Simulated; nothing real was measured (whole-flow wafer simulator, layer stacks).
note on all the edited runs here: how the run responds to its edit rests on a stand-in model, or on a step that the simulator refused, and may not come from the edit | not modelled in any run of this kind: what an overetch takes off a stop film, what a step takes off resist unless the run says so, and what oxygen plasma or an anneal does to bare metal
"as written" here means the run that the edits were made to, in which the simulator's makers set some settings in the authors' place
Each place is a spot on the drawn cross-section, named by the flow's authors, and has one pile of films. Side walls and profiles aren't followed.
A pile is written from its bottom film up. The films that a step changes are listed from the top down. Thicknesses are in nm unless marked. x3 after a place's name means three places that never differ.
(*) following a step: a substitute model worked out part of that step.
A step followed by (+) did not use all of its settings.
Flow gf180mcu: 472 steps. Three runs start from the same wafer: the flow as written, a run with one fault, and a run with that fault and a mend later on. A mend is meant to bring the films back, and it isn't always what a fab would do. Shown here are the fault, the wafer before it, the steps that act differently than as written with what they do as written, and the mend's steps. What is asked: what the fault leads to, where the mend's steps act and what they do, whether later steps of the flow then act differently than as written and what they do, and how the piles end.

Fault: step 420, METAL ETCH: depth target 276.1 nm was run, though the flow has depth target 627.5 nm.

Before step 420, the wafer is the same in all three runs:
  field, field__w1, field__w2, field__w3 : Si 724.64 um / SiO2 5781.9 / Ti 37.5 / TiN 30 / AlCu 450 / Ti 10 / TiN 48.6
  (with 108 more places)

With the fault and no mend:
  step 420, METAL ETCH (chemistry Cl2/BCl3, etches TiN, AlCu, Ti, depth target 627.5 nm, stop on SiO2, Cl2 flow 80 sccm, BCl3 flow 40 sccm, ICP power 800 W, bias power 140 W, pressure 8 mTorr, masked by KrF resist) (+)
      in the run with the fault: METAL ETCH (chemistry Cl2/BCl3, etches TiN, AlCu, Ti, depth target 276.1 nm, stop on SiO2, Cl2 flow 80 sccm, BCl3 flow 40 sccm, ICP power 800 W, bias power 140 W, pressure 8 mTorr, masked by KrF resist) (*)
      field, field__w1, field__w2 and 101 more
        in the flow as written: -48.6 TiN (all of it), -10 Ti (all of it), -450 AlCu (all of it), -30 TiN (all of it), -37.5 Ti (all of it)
        in the run with the fault: -48.6 TiN (all of it), -10 Ti (all of it), -217.5 AlCu
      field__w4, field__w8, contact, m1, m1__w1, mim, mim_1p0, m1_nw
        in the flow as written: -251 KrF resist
        in the run with the fault: -110.4 KrF resist
  Steps further on in the flow that do not act as written (1 other step is not shown; it differs only slightly, by no more than 2% or 0.5 nm, whichever is larger):
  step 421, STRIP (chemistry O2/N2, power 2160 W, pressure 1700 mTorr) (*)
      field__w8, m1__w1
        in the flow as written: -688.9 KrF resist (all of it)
        in the run with the fault: -829.4 KrF resist (all of it)
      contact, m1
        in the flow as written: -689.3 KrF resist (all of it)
        in the run with the fault: -829.9 KrF resist (all of it)
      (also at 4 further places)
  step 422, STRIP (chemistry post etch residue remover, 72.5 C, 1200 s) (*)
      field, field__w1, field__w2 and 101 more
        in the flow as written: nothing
        in the run with the fault: -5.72 AlCu
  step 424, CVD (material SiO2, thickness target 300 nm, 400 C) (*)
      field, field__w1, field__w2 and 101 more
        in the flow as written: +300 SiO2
        in the run with the fault: +300 SiO2 (new film)
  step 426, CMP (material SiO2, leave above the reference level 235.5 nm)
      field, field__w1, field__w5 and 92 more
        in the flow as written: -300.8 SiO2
        in the run with the fault: -595.1 SiO2
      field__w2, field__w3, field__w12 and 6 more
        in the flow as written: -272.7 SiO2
        in the run with the fault: -580.3 SiO2
  By the end, the piles at field, field__w1, field__w2 and 101 more depart from the flow's by more than 2% or 0.5 nm, whichever is larger.
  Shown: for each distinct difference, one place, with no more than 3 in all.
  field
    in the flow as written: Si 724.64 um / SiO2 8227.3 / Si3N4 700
    in the run with the fault: Si 724.64 um / SiO2 5781.9 / Ti 37.5 / TiN 30 / AlCu 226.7 / SiO2 2151.1 / Si3N4 700
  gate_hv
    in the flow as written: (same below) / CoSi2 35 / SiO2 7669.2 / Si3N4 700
    in the run with the fault: (same below) / CoSi2 35 / SiO2 5223.8 / Ti 37.5 / TiN 30 / AlCu 226.7 / SiO2 2151.1 / Si3N4 700
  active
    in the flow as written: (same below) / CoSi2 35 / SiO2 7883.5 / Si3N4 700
    in the run with the fault: (same below) / CoSi2 35 / SiO2 5438.1 / Ti 37.5 / TiN 30 / AlCu 226.7 / SiO2 2151.1 / Si3N4 700

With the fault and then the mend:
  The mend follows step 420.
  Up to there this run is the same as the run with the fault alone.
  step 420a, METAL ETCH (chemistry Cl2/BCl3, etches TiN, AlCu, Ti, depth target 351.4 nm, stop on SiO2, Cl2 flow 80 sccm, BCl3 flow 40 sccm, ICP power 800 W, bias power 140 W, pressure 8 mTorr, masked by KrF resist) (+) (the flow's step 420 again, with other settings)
      field, field__w1, field__w2 and 101 more
        -232.5 AlCu (all of it), -30 TiN (all of it), -37.5 Ti (all of it)
      field__w4, field__w8, contact, m1, m1__w1, mim, mim_1p0, m1_nw
        -140.6 KrF resist
  Later steps of the flow that are run all act as written at every place that is followed.
  By the end, the piles equal the flow's at every place that both follow.
